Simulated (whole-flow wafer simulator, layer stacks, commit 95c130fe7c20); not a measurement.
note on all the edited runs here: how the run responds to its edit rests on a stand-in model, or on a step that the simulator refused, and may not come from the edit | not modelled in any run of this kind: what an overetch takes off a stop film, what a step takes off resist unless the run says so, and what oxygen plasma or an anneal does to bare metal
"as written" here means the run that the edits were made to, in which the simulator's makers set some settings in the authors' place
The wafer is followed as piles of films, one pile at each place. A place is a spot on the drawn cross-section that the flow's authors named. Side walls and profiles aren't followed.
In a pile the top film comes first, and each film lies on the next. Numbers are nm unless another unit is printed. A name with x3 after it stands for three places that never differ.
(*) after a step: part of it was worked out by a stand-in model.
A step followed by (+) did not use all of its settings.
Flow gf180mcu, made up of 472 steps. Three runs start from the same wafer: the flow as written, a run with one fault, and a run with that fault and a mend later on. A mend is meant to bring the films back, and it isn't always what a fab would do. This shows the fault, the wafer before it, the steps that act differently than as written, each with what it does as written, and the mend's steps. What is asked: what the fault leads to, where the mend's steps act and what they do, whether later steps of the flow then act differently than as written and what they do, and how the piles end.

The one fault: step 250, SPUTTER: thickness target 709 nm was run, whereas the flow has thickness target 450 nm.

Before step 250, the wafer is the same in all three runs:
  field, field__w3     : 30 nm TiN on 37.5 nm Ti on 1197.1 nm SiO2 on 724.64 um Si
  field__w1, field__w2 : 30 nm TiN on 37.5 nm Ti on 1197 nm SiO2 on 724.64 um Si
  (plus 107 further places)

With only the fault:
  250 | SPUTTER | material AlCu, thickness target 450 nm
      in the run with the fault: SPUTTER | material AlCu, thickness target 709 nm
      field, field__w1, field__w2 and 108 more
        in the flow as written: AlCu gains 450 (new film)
        in the run with the fault: AlCu gains 709 (new film)
  Later steps of the flow acting differently than as written:
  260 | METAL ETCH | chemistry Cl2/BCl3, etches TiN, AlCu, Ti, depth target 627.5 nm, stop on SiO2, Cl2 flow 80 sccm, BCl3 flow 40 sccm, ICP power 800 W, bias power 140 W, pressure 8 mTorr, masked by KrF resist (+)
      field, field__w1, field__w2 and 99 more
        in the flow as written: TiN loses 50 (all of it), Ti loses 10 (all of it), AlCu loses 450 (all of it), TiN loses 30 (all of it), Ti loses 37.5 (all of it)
        in the run with the fault: TiN loses 50 (all of it), Ti loses 10 (all of it), AlCu loses 567.5
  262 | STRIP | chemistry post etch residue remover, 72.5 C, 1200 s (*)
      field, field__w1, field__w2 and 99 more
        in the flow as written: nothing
        in the run with the fault: AlCu loses 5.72
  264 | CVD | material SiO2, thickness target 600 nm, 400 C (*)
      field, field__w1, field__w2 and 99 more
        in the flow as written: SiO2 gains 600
        in the run with the fault: SiO2 gains 600 (new film)
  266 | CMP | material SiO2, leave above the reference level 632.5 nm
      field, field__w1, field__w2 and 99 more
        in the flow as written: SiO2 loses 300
        in the run with the fault: SiO2 loses 244.3
  At field, field__w1, field__w2 and 109 more, the piles at the end differ from the flow's by more than 2% or 0.5 nm, whichever is larger.
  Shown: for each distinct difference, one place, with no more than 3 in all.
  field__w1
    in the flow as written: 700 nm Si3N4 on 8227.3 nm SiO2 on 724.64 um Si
    in the run with the fault: 700 nm Si3N4 on 7086 nm SiO2 on 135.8 nm AlCu on 30 nm TiN on 37.5 nm Ti on 1197 nm SiO2 on 724.64 um Si
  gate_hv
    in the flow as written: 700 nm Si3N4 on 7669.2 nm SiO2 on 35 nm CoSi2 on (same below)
    in the run with the fault: 700 nm Si3N4 on 7086 nm SiO2 on 135.8 nm AlCu on 30 nm TiN on 37.5 nm Ti on 638.9 nm SiO2 on 35 nm CoSi2 on (same below)
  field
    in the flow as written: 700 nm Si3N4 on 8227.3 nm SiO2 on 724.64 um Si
    in the run with the fault: 700 nm Si3N4 on 7086 nm SiO2 on 135.8 nm AlCu on 30 nm TiN on 37.5 nm Ti on 1197.1 nm SiO2 on 724.64 um Si

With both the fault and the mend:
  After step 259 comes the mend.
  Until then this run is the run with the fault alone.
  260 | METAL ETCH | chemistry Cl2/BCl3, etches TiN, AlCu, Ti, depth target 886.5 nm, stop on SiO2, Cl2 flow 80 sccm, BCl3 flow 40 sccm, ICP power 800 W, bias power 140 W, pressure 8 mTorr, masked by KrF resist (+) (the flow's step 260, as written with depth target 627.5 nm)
      field, field__w1, field__w2 and 99 more
        TiN loses 50 (all of it), Ti loses 10 (all of it), AlCu loses 709 (all of it), TiN loses 30 (all of it), Ti loses 37.5 (all of it)
      field__w8, contact, m1 and 6 more
        KrF resist loses 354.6
  Later steps of the flow acting differently than as written:
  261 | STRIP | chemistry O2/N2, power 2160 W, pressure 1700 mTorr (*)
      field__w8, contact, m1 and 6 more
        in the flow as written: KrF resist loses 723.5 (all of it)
        in the run with the mend: KrF resist loses 619.9 (all of it)
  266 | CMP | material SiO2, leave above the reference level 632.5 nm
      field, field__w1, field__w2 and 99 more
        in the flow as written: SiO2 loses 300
        in the run with the mend: SiO2 loses 41
  At field, field__w1, field__w2 and 109 more, the piles at the end differ from the flow's by more than 2% or 0.5 nm, whichever is larger.
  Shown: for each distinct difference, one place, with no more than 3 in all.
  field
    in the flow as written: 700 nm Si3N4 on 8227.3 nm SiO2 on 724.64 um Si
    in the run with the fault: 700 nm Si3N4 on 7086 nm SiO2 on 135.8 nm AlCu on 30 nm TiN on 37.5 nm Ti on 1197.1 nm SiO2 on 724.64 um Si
    in the run with the mend: 700 nm Si3N4 on 8486.3 nm SiO2 on 724.64 um Si
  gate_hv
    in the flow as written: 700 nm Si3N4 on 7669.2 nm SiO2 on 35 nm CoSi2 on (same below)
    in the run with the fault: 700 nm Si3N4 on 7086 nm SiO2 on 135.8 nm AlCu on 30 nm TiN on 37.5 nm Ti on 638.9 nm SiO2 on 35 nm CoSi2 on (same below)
    in the run with the mend: 700 nm Si3N4 on 7928.2 nm SiO2 on 35 nm CoSi2 on (same below)
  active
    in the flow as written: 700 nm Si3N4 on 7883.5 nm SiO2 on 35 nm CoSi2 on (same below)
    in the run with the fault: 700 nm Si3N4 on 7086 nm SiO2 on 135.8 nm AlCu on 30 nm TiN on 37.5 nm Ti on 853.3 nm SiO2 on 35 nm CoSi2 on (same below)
    in the run with the mend: 700 nm Si3N4 on 8142.5 nm SiO2 on 35 nm CoSi2 on (same below)
